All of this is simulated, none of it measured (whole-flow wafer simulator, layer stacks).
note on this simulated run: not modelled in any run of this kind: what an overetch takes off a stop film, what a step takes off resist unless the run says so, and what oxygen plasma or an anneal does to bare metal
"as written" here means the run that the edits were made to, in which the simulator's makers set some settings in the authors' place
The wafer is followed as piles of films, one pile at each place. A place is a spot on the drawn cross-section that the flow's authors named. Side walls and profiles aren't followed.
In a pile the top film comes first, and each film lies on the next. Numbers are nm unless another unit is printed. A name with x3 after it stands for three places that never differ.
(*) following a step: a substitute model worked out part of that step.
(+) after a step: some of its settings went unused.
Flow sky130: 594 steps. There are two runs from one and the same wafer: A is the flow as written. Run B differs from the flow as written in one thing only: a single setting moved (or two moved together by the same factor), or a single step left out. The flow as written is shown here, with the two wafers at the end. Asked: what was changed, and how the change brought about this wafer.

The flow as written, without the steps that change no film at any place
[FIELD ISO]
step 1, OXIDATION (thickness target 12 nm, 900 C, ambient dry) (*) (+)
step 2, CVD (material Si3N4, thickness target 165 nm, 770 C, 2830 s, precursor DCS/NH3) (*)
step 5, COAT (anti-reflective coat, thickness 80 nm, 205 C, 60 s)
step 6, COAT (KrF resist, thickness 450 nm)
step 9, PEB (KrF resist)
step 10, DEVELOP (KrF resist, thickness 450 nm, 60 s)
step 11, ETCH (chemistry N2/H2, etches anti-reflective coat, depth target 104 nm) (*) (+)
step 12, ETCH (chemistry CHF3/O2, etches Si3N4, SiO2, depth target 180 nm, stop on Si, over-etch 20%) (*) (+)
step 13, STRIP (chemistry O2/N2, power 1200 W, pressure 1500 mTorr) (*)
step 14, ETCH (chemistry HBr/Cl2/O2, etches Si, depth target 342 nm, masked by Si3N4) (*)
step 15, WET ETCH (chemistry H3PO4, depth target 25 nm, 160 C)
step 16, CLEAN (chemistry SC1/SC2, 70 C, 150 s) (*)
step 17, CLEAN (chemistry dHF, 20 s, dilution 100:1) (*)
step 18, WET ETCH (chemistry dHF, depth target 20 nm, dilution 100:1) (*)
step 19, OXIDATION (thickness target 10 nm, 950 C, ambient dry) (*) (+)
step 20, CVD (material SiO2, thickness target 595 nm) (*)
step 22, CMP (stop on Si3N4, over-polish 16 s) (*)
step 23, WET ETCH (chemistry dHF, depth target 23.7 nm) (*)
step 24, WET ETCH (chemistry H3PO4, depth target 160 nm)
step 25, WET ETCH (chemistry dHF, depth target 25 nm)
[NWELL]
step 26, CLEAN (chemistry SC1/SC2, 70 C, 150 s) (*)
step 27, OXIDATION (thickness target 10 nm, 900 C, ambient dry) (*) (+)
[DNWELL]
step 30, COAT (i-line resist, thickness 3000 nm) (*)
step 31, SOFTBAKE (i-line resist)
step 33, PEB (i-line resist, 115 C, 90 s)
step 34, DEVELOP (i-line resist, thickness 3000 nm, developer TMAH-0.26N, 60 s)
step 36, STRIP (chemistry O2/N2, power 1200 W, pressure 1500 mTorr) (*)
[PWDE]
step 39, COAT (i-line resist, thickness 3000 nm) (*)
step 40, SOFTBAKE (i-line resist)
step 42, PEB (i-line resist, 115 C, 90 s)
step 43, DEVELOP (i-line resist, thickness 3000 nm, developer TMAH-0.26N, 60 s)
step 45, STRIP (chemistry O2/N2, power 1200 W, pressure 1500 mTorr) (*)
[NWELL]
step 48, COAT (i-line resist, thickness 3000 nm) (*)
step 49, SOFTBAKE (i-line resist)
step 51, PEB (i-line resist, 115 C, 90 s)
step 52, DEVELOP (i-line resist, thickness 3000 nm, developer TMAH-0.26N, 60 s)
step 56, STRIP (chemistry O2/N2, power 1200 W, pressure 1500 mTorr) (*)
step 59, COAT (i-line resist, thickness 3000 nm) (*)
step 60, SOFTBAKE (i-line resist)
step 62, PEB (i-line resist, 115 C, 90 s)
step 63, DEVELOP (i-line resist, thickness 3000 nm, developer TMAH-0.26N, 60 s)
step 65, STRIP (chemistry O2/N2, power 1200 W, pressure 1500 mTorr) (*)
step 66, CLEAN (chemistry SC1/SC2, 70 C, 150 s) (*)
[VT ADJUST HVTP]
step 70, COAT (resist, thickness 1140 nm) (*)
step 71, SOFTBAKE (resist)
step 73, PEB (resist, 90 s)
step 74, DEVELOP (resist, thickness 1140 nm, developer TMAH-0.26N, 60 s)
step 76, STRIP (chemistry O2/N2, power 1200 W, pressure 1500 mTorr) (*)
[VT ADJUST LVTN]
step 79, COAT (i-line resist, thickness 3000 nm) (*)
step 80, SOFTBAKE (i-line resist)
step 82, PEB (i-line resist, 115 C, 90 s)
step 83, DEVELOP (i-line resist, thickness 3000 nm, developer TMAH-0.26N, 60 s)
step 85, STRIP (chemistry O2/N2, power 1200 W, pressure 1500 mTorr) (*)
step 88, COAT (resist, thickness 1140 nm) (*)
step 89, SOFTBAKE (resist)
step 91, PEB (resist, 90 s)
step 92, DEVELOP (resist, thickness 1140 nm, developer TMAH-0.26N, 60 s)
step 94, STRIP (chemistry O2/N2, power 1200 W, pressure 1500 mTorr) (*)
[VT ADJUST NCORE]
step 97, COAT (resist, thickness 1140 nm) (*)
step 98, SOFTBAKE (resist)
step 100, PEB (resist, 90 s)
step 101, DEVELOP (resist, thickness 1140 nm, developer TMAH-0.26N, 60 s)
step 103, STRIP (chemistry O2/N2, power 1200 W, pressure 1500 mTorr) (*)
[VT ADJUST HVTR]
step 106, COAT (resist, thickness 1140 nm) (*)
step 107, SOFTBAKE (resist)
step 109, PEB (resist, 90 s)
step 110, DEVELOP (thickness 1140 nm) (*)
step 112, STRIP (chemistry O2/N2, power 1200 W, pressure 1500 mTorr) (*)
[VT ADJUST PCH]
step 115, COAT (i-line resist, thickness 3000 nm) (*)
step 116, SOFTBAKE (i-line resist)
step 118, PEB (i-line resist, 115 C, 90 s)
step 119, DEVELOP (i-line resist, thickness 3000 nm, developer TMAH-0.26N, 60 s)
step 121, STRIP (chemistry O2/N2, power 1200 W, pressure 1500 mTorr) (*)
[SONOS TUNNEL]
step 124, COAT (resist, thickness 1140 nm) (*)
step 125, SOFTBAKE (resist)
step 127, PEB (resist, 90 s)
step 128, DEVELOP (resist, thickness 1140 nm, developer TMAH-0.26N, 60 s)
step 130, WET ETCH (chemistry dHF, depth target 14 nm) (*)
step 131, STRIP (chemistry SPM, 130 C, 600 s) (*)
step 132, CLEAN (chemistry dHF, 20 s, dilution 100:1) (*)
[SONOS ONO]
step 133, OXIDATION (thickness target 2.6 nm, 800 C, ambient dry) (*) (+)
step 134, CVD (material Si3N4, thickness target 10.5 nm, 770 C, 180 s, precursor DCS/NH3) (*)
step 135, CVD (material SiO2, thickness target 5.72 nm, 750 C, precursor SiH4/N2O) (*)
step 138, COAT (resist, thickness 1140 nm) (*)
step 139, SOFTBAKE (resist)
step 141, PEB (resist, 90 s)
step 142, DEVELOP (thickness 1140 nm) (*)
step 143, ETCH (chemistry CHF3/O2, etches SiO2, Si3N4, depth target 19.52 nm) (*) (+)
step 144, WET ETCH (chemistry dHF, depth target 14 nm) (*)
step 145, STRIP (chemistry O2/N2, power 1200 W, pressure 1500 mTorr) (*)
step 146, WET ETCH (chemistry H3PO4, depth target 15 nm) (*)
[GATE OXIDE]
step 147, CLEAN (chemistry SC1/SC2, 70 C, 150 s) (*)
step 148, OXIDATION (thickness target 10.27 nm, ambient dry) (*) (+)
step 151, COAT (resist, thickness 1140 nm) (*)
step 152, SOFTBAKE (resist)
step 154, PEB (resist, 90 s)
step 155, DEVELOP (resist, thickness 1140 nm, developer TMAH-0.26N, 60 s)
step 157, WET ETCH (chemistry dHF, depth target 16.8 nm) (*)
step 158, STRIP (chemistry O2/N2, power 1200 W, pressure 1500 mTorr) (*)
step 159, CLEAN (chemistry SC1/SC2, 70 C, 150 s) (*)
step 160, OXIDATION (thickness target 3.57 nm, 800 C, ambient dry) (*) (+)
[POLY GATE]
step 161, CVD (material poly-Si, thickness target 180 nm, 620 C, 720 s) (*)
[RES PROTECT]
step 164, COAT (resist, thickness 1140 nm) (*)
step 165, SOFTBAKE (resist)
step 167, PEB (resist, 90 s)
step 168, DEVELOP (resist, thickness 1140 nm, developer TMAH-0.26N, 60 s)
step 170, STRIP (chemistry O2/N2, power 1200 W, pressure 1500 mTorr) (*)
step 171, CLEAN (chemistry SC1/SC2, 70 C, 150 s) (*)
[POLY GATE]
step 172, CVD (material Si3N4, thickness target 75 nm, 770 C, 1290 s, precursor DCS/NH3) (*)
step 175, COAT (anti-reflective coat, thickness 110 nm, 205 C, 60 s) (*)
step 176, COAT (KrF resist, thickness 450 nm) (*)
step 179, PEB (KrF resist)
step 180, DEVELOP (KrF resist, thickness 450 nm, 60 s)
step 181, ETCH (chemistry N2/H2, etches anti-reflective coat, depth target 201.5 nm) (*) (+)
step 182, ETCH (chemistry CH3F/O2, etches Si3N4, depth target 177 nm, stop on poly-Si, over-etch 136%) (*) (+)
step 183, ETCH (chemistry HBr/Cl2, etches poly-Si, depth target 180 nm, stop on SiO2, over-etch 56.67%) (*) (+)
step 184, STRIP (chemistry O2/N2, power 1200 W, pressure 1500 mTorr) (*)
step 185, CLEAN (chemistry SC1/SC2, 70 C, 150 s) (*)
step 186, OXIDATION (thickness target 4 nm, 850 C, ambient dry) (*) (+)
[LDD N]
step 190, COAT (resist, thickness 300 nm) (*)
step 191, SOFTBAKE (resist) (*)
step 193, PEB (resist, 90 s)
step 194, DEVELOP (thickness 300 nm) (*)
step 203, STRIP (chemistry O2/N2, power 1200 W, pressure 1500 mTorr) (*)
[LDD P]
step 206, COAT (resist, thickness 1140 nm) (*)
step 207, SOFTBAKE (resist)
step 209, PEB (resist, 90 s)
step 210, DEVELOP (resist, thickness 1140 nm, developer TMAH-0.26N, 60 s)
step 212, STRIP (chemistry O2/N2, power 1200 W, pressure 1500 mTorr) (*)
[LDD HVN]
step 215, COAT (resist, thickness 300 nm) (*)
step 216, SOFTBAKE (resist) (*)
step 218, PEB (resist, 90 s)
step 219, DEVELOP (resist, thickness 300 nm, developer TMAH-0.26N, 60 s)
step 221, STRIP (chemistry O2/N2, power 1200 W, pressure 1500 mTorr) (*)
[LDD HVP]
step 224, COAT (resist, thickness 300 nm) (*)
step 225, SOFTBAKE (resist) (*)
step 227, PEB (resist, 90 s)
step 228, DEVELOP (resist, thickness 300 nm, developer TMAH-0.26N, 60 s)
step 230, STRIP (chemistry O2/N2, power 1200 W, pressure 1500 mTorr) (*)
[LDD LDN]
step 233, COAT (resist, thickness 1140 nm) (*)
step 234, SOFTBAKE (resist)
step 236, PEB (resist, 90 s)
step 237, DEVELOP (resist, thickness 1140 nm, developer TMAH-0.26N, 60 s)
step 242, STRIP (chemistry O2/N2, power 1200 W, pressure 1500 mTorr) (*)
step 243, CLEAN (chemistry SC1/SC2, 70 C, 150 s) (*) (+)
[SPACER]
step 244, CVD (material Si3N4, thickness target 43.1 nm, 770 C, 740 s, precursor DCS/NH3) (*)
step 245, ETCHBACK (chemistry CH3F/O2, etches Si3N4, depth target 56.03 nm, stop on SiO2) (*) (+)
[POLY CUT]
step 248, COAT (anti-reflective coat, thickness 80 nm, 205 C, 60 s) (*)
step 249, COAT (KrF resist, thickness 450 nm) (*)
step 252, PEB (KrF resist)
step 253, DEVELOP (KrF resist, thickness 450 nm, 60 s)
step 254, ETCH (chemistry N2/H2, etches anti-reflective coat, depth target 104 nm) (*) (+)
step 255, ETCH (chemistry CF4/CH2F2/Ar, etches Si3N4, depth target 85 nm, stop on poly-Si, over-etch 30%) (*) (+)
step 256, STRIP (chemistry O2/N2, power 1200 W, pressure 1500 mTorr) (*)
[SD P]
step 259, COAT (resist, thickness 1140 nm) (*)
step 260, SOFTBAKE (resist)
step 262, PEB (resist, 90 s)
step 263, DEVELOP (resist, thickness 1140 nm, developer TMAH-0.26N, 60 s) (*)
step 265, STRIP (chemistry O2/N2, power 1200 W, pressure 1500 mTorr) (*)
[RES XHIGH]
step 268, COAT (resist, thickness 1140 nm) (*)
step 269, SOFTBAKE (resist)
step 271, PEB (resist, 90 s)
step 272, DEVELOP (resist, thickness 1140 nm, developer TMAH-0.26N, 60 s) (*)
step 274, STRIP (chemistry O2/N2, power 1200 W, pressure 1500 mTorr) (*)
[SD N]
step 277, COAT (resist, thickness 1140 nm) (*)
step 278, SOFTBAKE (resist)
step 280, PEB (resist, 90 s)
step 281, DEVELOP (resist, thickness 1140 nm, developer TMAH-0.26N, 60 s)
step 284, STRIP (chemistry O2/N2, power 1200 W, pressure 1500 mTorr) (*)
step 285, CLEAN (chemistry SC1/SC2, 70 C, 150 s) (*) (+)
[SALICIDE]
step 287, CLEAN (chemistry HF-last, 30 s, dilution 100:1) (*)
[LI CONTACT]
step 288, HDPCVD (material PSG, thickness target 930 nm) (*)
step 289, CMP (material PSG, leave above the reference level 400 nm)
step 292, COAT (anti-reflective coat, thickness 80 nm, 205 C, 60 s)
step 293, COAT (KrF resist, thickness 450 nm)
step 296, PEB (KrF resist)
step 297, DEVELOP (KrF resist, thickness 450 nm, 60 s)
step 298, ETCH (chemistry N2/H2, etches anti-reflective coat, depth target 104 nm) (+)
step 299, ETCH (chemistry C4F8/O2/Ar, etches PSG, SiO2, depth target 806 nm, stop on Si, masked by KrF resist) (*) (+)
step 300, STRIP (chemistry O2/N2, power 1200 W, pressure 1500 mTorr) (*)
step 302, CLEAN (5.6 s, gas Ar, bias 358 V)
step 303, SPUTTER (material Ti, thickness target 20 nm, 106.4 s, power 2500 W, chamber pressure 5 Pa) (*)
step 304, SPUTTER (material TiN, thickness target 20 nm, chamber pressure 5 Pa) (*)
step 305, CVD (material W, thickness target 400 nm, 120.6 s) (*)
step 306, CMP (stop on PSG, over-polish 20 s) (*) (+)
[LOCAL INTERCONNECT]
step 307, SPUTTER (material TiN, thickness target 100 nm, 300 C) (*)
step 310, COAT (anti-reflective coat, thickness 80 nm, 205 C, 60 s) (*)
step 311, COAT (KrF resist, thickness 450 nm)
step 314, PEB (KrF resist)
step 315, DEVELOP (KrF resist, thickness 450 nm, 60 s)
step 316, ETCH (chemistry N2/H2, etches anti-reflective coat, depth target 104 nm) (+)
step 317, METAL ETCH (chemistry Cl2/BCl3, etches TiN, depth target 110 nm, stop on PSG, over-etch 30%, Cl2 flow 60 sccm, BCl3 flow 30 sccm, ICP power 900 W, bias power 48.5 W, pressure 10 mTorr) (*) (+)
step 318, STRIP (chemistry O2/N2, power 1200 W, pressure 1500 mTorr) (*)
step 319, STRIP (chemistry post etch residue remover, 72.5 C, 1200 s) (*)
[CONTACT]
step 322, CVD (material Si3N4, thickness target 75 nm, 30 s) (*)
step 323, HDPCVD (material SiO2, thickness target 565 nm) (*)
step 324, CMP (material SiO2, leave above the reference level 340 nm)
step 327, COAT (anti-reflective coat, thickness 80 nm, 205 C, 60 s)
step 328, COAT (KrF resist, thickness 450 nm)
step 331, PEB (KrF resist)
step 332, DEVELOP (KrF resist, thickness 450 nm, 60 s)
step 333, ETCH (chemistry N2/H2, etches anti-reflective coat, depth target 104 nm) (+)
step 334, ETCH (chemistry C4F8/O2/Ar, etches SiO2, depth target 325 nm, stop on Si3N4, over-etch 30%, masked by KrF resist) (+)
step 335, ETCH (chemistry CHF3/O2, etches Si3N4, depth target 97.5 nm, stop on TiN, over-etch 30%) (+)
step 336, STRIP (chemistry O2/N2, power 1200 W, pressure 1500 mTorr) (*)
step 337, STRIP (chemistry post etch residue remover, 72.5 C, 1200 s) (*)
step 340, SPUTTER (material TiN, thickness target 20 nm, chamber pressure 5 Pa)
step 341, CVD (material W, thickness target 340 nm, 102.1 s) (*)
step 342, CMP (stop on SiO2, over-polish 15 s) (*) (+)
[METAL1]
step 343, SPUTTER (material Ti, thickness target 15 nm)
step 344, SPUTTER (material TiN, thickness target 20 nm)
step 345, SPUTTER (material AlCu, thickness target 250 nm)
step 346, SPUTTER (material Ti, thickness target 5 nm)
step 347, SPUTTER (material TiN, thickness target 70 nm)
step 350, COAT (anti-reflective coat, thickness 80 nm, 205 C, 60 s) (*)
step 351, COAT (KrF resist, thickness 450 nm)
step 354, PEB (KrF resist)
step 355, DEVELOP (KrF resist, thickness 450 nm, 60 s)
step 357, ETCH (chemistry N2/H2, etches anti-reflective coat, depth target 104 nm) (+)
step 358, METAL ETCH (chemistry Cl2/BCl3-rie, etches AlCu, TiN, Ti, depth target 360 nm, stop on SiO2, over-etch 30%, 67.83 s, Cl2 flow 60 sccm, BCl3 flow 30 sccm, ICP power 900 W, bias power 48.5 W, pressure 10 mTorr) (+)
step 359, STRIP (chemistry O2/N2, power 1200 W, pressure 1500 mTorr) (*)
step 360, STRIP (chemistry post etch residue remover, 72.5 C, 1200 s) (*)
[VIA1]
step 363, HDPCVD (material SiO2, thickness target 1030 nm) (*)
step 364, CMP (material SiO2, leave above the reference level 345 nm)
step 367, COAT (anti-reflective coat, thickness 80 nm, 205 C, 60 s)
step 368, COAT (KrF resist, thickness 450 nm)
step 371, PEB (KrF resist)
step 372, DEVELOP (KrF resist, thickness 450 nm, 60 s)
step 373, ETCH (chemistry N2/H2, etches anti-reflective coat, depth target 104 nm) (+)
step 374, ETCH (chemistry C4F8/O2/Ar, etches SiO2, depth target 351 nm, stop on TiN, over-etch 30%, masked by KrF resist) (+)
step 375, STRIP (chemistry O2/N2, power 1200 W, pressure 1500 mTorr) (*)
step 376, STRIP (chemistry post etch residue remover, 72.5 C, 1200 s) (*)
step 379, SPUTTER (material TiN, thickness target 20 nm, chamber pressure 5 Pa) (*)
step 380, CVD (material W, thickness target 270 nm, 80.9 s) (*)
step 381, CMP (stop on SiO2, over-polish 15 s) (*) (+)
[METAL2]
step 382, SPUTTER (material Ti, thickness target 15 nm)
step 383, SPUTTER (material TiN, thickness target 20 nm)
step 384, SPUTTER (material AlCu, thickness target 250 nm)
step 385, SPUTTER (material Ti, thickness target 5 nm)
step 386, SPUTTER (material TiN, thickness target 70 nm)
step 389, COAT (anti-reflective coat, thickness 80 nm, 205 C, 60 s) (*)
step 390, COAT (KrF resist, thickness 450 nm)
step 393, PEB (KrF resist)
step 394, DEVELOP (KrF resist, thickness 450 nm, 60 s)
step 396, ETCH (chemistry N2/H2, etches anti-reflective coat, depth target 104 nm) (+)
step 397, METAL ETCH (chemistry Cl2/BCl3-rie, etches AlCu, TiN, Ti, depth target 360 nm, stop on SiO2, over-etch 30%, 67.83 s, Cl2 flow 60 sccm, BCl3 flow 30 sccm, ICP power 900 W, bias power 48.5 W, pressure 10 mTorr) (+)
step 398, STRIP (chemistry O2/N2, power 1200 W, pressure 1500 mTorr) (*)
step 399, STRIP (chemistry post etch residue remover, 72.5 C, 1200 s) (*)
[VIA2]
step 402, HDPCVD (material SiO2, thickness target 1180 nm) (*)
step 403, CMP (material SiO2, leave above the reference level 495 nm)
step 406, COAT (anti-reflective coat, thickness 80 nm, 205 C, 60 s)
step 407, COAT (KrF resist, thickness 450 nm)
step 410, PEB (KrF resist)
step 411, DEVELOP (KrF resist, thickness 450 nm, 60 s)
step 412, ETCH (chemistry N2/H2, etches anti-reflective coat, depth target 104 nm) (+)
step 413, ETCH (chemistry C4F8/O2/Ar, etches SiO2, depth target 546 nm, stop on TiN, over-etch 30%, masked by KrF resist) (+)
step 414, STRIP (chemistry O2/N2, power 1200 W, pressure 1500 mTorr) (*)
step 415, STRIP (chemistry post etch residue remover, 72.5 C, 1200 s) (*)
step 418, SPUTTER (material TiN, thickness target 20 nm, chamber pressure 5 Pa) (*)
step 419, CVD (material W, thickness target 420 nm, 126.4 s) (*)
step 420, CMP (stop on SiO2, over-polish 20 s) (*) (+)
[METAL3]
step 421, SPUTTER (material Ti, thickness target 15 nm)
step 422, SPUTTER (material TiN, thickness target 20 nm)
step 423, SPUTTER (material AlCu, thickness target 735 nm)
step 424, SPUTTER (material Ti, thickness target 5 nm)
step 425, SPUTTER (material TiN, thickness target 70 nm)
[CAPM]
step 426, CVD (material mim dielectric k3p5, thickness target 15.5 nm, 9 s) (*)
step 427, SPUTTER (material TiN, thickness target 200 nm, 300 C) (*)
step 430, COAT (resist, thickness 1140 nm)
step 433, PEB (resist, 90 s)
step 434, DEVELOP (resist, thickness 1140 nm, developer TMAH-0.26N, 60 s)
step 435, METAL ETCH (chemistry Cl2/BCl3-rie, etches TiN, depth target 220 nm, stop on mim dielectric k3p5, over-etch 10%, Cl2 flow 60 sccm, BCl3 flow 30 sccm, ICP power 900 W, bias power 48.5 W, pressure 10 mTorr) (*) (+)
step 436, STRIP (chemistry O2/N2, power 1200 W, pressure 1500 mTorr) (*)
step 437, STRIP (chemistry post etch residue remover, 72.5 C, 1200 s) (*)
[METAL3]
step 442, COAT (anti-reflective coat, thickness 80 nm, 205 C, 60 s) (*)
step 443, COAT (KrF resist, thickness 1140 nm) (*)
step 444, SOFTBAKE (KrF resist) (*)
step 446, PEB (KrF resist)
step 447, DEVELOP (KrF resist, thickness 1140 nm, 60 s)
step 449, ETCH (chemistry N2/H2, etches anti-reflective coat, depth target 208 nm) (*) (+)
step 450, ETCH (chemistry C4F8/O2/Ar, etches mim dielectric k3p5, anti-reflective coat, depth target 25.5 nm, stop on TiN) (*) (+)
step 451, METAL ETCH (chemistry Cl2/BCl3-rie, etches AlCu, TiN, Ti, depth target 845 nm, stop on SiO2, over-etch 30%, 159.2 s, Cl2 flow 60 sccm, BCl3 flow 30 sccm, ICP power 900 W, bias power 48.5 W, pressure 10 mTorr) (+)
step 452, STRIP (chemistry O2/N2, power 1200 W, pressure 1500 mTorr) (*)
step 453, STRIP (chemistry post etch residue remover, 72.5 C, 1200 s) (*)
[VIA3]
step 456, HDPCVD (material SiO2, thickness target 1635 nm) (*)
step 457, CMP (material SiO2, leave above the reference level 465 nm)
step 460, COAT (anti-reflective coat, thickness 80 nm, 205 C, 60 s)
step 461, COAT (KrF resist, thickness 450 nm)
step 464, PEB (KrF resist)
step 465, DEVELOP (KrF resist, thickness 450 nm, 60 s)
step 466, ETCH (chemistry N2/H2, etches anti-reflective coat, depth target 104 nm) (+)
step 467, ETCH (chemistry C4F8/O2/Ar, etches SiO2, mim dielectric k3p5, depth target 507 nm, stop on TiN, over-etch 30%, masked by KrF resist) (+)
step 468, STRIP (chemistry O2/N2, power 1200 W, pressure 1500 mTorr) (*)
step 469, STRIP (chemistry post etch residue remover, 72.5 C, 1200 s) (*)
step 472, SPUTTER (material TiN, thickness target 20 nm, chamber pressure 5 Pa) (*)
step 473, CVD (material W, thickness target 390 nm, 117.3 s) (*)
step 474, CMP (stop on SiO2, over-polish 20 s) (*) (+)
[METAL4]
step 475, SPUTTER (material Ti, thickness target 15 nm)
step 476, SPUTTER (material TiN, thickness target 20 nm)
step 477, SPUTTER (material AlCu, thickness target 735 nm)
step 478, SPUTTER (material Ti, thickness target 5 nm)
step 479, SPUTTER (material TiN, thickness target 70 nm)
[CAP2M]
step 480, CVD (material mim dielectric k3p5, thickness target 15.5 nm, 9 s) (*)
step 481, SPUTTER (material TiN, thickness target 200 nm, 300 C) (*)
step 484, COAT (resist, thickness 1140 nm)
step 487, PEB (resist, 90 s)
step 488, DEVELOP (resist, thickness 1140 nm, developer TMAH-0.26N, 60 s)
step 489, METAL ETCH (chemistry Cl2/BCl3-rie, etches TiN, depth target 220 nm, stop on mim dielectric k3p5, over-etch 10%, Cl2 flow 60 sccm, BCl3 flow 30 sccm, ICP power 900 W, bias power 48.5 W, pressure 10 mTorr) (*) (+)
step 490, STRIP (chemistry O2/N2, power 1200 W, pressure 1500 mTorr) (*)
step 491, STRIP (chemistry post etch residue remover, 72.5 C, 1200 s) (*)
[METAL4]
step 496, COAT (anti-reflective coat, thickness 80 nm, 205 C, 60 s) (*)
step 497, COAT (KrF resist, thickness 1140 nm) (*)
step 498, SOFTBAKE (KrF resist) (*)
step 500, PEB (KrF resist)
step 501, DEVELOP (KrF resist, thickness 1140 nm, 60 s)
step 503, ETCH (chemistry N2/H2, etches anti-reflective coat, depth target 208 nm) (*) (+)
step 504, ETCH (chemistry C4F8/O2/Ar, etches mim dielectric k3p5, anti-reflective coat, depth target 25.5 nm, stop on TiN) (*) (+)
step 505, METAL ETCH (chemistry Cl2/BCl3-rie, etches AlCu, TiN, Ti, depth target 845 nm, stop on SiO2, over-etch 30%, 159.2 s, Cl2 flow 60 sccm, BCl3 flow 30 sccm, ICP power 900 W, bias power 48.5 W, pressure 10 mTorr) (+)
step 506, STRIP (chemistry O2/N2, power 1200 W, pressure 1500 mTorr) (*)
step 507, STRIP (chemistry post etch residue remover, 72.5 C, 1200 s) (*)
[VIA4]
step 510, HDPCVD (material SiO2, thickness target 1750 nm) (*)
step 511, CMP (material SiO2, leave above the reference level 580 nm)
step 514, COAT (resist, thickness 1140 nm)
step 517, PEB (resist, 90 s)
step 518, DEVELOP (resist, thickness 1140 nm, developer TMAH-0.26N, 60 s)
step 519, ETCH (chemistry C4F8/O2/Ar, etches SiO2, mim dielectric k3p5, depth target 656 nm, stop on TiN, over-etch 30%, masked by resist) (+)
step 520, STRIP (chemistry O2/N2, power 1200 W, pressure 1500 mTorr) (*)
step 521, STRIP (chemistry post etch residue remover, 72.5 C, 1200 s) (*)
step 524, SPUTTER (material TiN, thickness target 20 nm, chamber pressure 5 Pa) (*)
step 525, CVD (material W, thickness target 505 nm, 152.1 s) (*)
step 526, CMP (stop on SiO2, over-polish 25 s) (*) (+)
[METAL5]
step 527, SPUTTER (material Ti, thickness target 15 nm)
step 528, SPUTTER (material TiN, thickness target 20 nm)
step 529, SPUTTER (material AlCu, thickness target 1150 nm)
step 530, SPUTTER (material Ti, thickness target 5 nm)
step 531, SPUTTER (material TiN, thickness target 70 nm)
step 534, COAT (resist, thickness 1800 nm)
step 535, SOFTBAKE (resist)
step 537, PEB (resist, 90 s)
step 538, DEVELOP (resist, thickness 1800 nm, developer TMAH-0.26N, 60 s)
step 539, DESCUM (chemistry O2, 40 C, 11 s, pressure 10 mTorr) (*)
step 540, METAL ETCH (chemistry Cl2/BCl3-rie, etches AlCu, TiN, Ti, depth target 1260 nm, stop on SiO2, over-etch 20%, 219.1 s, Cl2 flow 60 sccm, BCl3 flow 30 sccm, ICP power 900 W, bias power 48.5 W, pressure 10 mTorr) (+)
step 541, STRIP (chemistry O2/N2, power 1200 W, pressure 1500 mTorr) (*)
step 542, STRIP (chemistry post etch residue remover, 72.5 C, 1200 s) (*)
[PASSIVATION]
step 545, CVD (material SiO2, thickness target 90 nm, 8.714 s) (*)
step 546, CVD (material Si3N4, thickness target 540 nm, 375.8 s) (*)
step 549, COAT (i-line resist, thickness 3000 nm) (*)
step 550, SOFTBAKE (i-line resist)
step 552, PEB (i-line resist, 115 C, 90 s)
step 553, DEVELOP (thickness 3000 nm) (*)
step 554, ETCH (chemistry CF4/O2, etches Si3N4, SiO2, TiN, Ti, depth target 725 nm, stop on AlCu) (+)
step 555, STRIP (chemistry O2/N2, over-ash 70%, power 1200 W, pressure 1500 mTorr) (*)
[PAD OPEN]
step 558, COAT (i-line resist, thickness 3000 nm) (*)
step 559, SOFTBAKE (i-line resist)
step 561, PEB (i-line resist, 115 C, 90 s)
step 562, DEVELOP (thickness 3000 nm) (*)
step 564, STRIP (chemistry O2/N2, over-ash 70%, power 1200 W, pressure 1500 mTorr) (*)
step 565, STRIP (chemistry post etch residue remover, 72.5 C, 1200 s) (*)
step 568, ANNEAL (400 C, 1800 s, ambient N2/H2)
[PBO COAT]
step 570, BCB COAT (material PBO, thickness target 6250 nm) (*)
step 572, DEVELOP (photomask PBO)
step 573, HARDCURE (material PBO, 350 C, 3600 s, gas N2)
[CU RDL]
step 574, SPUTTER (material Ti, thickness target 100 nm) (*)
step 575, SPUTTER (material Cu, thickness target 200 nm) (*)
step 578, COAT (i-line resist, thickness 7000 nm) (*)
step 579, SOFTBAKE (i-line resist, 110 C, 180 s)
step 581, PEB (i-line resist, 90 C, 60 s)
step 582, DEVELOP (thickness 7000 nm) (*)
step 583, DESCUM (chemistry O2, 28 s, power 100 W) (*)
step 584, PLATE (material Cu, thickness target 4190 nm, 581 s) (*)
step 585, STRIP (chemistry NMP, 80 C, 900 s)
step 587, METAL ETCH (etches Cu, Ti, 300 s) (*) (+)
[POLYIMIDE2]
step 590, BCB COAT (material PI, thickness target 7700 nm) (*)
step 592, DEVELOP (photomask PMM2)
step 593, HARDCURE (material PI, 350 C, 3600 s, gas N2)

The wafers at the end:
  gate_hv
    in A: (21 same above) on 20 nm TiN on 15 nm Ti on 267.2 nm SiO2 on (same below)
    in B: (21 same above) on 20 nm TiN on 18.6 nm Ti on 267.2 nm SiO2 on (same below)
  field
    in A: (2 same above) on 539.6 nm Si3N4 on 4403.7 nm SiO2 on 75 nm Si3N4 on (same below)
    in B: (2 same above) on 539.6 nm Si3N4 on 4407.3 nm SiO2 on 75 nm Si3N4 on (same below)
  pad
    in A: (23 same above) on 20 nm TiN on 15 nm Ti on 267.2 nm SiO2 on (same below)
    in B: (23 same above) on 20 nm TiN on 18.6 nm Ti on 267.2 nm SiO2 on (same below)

Cause: step 382, SPUTTER: thickness target 18.6 nm was run, while the flow as written has thickness target 15 nm.
One can read it off the wafer: gate_hv has Ti 18.6, and step 382 as written asks for 15 nm.

Step by step, how the change led to this:
  step 382, SPUTTER (material Ti, thickness target 15 nm)
      field, active, n_well and 188 more: A Ti gains 15 (new film) | B Ti gains 18.6 (new film)
  step 397, METAL ETCH (chemistry Cl2/BCl3-rie, etches AlCu, TiN, Ti, depth target 360 nm, stop on SiO2, over-etch 30%, 67.83 s, Cl2 flow 60 sccm, BCl3 flow 30 sccm, ICP power 900 W, bias power 48.5 W, pressure 10 mTorr) (+)
      field, active, gate and 82 more: A TiN loses 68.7 (all of it), Ti loses 5 (all of it), AlCu loses 250 (all of it), TiN loses 20 (all of it), Ti loses 15 (all of it), SiO2 loses 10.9 | B TiN loses 68.7 (all of it), Ti loses 5 (all of it), AlCu loses 250 (all of it), TiN loses 20 (all of it), Ti loses 18.6 (all of it), SiO2 loses 10.6
